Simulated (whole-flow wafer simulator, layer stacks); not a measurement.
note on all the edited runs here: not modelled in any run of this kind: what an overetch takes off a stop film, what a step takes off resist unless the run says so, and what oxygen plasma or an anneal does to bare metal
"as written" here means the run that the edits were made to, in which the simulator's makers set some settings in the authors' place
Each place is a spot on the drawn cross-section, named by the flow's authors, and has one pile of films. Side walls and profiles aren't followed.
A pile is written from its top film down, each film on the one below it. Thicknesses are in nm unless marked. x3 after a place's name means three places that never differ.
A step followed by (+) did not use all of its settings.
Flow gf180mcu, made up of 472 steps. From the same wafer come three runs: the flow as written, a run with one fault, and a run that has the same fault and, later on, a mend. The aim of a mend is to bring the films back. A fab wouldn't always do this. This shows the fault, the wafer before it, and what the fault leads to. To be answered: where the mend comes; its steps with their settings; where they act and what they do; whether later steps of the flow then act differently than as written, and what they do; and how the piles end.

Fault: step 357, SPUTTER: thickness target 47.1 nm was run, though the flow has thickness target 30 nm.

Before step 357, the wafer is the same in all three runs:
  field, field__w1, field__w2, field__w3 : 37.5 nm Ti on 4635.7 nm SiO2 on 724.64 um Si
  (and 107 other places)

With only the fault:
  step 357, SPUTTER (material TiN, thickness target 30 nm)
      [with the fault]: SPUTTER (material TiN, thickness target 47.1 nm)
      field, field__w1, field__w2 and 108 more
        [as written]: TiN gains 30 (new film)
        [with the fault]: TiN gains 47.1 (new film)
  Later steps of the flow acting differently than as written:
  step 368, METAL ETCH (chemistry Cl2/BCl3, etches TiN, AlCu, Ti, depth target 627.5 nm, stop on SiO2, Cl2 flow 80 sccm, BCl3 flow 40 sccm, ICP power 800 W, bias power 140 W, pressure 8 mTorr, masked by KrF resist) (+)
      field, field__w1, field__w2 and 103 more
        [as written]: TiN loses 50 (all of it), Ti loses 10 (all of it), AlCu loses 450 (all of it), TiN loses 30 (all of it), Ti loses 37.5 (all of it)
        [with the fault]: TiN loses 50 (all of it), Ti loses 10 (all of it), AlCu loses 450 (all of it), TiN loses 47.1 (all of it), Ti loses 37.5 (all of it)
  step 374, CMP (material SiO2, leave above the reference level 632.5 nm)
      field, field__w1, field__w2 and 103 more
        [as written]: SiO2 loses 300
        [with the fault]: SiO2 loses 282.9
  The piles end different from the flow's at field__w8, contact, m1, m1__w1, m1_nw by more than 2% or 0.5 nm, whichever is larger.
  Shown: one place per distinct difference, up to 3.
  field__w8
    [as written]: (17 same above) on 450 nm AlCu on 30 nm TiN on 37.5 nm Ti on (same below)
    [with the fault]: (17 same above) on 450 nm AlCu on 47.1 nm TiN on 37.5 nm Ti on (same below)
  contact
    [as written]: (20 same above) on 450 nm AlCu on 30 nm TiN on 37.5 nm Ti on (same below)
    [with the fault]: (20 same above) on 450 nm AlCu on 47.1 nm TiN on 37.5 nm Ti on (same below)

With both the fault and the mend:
  The mend stands after step 357.
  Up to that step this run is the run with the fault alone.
  step 357a, METAL ETCH (chemistry Cl2/BCl3, etches TiN, AlCu, Ti, depth target 17.1 nm, Cl2 flow 80 sccm, BCl3 flow 40 sccm, ICP power 800 W, bias power 140 W, pressure 8 mTorr) (the flow's step 260 again, with other settings)
      field, field__w1, field__w2 and 108 more
        TiN loses 17.1
  None of the later steps of the flow acts differently than as written at any place that is followed.
  At every place that both follow, the piles at the end match the flow's.
